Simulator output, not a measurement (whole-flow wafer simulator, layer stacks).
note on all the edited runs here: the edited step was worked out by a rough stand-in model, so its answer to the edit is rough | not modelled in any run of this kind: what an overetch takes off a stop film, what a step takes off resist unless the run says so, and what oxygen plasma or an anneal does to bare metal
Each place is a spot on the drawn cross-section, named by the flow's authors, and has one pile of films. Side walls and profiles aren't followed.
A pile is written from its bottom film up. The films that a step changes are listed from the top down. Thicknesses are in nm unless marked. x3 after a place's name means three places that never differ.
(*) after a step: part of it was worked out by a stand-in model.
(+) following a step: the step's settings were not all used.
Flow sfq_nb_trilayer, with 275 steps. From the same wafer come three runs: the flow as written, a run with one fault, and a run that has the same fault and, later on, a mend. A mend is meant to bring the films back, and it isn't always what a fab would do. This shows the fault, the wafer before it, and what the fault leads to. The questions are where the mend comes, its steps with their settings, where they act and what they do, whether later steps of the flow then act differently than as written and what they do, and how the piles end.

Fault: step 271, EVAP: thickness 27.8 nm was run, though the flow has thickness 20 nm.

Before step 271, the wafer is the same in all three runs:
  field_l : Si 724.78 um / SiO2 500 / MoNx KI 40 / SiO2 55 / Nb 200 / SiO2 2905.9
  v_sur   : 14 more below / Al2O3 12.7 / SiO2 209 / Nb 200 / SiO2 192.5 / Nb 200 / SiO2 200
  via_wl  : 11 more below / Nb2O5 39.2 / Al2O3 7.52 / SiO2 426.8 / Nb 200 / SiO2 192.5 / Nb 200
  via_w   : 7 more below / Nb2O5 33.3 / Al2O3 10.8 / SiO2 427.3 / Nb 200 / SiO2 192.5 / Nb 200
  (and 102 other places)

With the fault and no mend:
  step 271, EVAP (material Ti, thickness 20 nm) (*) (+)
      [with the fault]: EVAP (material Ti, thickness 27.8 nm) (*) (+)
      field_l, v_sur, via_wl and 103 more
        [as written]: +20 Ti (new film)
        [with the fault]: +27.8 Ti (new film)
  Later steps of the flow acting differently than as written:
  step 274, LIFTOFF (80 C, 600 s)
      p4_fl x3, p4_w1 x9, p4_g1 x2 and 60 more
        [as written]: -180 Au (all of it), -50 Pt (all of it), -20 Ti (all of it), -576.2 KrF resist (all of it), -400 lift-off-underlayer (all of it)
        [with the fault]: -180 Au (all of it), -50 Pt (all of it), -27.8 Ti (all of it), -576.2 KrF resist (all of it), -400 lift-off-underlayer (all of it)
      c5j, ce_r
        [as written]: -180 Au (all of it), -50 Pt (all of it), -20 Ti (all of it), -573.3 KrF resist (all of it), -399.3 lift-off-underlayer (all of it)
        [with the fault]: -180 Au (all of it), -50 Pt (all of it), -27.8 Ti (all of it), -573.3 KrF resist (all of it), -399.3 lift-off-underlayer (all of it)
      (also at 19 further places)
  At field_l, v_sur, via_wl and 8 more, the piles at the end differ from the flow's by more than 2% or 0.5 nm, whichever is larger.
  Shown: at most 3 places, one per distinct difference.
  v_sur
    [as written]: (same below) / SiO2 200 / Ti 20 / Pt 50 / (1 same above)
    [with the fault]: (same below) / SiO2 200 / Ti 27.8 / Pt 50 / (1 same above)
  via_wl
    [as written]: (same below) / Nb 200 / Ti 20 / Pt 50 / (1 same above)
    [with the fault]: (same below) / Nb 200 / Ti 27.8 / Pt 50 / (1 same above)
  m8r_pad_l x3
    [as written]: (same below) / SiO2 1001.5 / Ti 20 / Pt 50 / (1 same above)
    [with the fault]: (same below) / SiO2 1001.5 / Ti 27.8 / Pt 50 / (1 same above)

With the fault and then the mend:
  After step 271 comes the mend.
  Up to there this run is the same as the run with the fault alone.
  step 271a, METAL ETCH (etches Ti, MoNx, depth 7.8 nm) (a further turn of the flow's step 190, with different settings)
      field_l, v_sur, via_wl and 103 more
        -7.8 Ti
  Every later step of the flow that is run acts as written at every place that is followed.
  The piles end the same as the flow's at every place that both follow.
